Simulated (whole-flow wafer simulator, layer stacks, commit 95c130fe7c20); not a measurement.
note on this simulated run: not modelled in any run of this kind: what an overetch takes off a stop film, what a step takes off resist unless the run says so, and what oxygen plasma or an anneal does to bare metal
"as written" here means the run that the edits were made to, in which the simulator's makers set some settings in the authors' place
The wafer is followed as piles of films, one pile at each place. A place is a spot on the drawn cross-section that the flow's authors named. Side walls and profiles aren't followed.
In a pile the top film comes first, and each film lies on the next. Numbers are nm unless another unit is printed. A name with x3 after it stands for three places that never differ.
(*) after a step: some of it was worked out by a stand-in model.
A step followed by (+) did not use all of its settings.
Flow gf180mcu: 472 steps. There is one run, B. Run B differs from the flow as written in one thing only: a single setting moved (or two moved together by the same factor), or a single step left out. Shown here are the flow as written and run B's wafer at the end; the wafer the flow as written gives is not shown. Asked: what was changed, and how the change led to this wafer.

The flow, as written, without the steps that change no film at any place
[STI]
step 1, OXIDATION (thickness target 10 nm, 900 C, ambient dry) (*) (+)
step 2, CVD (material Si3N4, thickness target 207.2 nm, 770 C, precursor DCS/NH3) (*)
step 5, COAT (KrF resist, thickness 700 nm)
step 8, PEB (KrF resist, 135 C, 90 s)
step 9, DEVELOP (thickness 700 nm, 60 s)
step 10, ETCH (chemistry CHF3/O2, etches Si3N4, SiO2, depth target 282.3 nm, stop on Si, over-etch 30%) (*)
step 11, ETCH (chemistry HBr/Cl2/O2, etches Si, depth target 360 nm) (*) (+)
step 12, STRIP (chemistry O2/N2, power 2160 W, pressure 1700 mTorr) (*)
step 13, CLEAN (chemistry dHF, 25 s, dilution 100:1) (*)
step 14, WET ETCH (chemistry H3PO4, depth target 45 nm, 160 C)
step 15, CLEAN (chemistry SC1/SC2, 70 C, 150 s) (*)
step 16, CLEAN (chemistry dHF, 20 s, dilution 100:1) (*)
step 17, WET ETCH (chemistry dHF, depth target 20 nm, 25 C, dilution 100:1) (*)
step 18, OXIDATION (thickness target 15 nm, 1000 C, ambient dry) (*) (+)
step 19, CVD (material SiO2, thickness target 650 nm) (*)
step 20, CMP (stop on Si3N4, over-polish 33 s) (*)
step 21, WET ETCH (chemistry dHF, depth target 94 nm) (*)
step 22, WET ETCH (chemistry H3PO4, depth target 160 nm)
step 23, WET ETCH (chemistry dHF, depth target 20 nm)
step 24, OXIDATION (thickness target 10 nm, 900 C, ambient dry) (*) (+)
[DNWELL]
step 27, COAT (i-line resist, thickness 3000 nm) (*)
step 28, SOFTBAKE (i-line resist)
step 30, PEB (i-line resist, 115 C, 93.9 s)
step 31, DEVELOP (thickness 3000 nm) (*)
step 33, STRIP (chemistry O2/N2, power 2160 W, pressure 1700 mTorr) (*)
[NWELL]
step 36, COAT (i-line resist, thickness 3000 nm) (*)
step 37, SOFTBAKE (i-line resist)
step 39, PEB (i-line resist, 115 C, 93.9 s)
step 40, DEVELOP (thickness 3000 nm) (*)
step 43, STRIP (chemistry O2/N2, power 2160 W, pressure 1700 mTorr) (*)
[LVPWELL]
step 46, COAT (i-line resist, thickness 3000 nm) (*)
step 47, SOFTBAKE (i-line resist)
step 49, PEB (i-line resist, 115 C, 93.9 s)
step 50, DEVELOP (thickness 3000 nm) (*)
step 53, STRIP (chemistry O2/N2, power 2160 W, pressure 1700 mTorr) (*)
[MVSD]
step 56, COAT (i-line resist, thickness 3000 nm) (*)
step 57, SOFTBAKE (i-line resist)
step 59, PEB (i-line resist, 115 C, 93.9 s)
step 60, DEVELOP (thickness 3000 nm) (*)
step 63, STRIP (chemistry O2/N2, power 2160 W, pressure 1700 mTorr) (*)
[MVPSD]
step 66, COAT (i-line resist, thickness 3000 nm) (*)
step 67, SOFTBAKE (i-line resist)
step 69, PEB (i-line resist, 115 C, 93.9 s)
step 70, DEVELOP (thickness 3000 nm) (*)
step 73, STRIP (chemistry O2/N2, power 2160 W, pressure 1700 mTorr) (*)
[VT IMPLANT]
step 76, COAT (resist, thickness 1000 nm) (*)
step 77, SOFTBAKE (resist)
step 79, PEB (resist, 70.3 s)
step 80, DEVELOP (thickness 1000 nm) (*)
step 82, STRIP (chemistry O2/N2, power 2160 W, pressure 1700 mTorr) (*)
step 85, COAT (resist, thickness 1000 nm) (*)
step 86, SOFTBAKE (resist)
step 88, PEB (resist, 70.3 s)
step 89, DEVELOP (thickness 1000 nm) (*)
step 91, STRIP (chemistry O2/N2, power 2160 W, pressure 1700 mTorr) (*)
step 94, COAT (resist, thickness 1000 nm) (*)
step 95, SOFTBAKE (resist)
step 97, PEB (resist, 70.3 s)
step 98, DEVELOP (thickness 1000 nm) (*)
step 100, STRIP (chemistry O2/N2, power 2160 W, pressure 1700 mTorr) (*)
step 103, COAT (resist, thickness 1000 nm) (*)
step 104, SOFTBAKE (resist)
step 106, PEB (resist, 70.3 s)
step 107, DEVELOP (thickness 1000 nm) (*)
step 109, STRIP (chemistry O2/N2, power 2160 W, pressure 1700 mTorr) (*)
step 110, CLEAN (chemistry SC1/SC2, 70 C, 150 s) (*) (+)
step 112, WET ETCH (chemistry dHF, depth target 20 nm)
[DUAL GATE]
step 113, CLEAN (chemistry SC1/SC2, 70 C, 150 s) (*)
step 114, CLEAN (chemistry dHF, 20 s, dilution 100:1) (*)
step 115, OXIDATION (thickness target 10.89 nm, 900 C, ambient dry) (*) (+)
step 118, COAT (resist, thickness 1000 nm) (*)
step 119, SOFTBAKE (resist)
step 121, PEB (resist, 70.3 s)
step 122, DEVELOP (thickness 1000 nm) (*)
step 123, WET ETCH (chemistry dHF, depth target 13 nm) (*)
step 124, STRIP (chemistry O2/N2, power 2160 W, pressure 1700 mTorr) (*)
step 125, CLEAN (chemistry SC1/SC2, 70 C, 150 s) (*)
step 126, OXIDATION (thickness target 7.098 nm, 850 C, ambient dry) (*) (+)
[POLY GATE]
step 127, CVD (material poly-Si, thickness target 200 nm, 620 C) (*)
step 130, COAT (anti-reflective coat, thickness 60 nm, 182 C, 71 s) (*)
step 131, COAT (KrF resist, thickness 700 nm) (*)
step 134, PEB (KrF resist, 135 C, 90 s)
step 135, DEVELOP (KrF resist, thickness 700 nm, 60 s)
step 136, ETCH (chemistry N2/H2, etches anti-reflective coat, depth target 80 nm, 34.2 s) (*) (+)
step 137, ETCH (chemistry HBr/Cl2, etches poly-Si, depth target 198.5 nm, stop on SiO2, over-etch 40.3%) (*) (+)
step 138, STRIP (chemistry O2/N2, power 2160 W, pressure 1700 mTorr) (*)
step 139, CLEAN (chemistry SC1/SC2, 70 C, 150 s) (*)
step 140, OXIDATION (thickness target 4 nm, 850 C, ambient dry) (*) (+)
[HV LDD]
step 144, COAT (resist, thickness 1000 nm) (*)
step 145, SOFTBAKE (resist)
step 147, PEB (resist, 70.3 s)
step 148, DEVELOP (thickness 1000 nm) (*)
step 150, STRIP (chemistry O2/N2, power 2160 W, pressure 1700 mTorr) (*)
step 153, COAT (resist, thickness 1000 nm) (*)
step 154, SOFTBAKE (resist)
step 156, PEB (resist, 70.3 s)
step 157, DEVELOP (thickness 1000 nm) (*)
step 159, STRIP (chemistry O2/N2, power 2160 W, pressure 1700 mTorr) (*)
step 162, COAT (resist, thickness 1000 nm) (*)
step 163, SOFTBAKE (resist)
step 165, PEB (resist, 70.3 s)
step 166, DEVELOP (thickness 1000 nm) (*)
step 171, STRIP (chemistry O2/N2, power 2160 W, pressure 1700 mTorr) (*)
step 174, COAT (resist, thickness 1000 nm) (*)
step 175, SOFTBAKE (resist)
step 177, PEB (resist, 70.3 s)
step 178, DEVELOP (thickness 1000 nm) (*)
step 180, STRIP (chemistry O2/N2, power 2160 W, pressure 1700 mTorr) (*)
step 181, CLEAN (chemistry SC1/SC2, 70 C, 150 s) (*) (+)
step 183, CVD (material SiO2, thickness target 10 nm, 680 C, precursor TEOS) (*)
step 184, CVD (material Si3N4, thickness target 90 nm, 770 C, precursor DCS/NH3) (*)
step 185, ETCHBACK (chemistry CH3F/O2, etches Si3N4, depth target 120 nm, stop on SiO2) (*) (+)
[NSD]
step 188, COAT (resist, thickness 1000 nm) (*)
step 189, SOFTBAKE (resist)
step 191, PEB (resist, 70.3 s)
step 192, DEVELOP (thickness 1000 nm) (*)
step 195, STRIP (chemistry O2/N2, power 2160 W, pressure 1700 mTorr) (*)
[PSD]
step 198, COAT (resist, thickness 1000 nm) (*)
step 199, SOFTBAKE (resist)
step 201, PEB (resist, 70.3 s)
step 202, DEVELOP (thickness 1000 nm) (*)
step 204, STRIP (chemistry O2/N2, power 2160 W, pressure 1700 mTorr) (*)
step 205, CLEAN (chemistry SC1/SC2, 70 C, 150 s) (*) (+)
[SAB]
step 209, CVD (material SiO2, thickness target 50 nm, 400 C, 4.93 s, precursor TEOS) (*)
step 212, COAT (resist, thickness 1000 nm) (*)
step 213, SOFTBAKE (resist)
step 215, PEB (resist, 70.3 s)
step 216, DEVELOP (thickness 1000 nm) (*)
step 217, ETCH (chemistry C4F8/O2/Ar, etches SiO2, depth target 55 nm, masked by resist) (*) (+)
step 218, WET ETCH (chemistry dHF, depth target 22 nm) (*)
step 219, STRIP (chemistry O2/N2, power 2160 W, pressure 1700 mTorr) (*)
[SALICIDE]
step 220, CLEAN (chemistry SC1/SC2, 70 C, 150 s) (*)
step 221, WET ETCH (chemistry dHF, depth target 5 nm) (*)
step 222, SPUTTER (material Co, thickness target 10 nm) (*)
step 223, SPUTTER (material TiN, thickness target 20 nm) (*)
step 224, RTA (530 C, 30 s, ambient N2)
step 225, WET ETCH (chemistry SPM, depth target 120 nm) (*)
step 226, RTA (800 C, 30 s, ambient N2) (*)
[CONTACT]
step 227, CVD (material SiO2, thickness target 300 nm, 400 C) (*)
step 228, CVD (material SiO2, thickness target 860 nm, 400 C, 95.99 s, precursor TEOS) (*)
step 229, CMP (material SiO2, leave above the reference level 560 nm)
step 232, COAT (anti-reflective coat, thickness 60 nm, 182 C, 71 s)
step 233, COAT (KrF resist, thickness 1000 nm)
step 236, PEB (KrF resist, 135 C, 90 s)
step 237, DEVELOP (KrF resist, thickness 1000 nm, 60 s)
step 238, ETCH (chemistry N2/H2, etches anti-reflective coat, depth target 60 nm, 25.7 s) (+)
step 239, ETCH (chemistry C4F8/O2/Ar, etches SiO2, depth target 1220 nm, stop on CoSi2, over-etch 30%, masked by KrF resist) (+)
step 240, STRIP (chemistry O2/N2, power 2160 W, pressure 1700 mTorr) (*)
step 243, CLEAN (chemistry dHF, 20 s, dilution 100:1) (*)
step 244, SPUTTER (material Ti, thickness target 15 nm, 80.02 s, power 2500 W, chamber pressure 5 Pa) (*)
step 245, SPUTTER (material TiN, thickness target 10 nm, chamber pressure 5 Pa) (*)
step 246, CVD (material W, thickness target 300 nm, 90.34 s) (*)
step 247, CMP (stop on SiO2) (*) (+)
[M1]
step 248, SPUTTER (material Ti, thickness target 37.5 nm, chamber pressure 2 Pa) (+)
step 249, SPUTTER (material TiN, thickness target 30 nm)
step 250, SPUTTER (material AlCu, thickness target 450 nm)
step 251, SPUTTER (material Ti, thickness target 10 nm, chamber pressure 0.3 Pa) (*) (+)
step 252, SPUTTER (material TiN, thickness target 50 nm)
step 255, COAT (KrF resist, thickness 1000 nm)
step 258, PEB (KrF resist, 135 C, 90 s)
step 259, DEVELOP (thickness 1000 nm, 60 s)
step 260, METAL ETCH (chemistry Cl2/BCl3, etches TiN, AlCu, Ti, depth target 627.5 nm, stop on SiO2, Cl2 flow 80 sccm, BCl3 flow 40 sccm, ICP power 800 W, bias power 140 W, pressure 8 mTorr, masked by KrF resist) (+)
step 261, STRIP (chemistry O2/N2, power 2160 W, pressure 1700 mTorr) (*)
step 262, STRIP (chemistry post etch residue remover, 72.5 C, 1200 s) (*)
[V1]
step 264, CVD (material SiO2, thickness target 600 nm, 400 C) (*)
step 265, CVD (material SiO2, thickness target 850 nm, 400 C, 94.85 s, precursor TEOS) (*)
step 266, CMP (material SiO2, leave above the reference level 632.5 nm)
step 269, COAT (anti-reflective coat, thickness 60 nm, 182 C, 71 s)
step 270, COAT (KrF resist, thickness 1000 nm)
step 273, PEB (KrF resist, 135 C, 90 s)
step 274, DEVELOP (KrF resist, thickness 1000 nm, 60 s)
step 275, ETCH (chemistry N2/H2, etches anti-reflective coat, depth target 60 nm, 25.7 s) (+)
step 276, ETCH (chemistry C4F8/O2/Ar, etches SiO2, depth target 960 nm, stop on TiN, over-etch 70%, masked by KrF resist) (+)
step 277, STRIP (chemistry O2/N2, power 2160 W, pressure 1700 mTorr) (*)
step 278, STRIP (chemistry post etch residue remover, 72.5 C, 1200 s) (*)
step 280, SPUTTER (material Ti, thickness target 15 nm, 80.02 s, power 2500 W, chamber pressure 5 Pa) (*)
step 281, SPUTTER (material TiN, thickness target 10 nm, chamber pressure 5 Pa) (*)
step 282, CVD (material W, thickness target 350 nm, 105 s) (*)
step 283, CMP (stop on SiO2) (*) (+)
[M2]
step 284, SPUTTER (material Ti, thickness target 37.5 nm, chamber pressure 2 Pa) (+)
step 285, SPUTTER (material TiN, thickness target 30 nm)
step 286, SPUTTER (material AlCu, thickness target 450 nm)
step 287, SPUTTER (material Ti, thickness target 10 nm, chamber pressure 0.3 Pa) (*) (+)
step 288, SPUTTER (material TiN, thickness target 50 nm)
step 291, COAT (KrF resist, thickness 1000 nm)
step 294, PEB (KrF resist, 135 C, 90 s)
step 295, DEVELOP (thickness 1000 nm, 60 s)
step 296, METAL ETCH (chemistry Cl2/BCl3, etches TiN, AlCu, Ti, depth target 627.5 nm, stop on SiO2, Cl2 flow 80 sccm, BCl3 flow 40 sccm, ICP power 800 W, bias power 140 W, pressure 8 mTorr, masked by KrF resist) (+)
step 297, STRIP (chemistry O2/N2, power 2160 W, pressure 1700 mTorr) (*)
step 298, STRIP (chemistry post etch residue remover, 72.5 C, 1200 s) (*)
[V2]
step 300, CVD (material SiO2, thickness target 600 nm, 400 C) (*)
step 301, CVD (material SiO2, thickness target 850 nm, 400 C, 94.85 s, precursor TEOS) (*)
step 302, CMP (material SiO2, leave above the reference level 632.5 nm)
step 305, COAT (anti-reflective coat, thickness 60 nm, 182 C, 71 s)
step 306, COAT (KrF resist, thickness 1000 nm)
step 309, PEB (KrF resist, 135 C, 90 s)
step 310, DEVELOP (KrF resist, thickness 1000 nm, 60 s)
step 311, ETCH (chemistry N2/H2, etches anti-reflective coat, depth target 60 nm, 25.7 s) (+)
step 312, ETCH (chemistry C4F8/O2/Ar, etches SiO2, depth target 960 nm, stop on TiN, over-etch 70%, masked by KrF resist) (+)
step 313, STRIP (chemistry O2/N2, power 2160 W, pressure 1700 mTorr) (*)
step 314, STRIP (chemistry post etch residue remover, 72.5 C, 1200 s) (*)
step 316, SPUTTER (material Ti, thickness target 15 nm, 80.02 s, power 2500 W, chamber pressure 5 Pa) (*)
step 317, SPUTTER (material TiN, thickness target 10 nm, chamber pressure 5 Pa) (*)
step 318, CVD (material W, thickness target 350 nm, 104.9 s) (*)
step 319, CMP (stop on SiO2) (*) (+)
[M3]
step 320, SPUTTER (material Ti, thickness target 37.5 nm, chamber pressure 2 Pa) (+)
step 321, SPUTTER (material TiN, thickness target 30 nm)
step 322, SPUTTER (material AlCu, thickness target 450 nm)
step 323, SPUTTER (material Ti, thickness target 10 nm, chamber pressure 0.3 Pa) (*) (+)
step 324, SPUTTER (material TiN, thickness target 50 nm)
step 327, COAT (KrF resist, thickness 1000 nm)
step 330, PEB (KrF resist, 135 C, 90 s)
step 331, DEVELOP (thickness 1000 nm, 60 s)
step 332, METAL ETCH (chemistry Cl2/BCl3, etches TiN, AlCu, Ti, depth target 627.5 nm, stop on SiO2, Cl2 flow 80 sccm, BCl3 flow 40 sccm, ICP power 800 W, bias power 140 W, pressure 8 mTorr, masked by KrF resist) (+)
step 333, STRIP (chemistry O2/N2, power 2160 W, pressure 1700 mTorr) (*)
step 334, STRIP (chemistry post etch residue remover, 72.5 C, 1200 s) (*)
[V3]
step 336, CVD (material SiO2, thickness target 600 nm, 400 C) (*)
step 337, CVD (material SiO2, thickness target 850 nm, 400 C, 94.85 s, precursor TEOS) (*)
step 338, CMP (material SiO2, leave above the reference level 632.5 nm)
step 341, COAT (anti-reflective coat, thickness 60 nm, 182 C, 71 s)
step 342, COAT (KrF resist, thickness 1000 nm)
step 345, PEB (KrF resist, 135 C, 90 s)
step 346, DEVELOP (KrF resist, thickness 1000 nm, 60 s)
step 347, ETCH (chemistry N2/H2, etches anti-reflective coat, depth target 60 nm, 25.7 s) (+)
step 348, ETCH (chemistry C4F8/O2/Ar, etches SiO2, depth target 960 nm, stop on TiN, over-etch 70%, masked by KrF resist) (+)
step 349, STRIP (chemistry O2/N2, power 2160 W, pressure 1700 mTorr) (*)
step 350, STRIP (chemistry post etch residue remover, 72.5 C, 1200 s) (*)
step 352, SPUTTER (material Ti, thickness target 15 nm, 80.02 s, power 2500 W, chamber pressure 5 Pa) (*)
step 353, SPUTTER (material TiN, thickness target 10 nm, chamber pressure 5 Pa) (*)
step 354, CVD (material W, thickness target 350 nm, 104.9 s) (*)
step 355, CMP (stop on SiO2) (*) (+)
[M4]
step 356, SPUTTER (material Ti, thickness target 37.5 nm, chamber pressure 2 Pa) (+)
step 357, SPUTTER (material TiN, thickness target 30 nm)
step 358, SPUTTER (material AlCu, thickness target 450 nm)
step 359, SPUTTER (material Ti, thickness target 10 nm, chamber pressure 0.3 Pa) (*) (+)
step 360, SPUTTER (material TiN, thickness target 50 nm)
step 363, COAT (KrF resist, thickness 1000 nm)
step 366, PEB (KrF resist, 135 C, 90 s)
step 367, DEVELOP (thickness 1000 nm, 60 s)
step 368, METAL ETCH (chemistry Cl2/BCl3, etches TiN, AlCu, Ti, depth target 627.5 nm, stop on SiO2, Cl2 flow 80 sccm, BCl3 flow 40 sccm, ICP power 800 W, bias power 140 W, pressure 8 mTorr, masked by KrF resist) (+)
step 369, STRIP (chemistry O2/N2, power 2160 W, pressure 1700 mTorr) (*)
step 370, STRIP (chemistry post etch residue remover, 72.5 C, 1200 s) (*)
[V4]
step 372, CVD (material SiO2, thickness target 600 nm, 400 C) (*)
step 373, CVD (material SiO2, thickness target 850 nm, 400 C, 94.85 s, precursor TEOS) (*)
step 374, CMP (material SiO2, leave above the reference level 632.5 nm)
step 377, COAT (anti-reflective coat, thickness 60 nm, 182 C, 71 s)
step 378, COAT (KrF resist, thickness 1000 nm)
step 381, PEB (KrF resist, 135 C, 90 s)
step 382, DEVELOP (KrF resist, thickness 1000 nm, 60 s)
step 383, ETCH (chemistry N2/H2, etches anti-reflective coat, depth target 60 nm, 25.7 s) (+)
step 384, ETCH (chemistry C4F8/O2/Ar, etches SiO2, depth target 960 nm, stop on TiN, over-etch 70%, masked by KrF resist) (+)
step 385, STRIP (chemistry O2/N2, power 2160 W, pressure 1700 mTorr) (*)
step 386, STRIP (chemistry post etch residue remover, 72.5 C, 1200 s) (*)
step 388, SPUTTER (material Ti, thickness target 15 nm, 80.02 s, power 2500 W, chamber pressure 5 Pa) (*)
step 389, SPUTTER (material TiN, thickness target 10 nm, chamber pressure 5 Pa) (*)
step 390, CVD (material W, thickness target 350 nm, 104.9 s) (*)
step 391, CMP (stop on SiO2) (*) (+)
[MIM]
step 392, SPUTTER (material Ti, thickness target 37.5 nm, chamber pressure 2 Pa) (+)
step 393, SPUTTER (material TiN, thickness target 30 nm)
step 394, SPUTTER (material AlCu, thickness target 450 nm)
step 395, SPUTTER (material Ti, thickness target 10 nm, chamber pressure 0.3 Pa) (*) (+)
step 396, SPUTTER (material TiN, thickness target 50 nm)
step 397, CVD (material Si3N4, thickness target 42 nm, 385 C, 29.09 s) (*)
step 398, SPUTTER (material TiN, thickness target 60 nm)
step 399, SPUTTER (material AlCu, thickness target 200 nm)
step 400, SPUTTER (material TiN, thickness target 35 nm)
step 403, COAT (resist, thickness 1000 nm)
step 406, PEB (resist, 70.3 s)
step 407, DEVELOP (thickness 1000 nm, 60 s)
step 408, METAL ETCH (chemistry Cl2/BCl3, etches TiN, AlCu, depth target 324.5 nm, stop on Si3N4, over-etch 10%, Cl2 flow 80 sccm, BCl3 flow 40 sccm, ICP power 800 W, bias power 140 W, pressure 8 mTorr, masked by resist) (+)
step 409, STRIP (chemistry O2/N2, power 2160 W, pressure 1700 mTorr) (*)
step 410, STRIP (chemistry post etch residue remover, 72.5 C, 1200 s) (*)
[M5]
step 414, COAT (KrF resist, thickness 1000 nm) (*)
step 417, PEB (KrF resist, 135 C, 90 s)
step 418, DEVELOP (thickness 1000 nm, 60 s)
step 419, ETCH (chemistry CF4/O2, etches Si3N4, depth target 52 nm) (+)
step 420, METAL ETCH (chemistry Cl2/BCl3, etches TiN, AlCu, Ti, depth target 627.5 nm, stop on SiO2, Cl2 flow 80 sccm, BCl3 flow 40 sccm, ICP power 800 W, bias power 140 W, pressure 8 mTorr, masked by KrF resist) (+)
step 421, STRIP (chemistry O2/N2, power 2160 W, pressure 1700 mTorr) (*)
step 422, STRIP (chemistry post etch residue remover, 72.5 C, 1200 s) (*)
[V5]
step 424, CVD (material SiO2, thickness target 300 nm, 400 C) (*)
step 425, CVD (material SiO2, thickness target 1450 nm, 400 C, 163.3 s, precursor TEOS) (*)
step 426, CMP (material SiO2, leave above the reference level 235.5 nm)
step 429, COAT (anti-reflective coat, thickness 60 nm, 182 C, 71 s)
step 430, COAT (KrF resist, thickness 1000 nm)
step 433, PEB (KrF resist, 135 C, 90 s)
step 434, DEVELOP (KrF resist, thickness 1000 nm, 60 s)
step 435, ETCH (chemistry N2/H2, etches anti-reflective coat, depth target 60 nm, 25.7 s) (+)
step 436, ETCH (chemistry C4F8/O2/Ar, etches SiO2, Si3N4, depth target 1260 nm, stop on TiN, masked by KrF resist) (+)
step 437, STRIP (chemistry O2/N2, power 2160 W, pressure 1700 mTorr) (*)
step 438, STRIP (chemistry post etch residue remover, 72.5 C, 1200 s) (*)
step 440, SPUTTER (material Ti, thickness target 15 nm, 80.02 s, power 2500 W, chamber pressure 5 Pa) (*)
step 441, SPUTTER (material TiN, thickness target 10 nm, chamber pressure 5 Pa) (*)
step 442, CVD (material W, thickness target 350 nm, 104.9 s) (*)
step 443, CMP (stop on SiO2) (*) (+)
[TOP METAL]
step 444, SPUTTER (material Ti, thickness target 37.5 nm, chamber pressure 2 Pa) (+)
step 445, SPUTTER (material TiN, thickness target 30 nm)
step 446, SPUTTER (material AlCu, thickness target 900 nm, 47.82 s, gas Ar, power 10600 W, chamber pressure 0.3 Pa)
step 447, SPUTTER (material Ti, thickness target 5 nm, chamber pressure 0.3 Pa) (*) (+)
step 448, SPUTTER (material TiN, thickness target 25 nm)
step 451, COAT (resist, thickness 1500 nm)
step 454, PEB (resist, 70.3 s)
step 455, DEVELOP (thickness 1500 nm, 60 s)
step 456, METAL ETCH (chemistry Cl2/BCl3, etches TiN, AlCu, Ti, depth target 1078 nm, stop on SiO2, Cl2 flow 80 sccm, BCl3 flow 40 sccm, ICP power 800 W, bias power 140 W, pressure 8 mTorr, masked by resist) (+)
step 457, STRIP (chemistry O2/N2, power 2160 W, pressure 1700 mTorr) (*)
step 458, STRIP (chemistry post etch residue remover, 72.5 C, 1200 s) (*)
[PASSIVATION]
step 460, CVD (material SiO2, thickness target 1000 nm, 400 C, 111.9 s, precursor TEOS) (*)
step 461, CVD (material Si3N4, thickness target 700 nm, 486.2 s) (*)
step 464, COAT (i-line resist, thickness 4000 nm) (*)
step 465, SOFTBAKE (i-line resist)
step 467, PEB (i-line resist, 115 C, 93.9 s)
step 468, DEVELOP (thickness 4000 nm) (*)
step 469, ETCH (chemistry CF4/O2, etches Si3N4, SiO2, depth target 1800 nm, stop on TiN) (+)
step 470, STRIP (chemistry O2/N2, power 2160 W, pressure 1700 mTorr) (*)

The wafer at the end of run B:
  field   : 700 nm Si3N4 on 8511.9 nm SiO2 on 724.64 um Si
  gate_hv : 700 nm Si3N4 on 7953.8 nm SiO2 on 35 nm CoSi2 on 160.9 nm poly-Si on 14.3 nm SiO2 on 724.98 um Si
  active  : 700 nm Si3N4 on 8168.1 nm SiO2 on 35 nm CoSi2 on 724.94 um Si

What caused this: step 266, CMP: leave above the reference level 917.1 nm was run, whereas the flow has leave above the reference level 632.5 nm.

Step by step, how the change led to this:
  step 266, CMP (material SiO2, leave above the reference level 632.5 nm)
      field, field__w1, field__w2 and 99 more: SiO2 loses 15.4 (it would be, as written: SiO2 loses 300)
      field__w8, contact, m1 and 6 more: SiO2 loses 592.5 (it would be, as written: SiO2 loses 877.1)
  step 276, ETCH (chemistry C4F8/O2/Ar, etches SiO2, depth target 960 nm, stop on TiN, over-etch 70%, masked by KrF resist) (+)
      contact: SiO2 loses 857.1 (all of it) (it would be, as written: SiO2 loses 572.5 (all of it))
  step 280, SPUTTER (material Ti, thickness target 15 nm, 80.02 s, power 2500 W, chamber pressure 5 Pa) (*)
      contact: Ti gains 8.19 (new film) (it would be, as written: Ti gains 9.65 (new film))
  step 281, SPUTTER (material TiN, thickness target 10 nm, chamber pressure 5 Pa) (*)
      contact: TiN gains 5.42 (new film) (it would be, as written: TiN gains 6.4 (new film))
  step 282, CVD (material W, thickness target 350 nm, 105 s) (*)
      contact: W gains 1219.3 (new film) (it would be, as written: W gains 932.3 (new film))
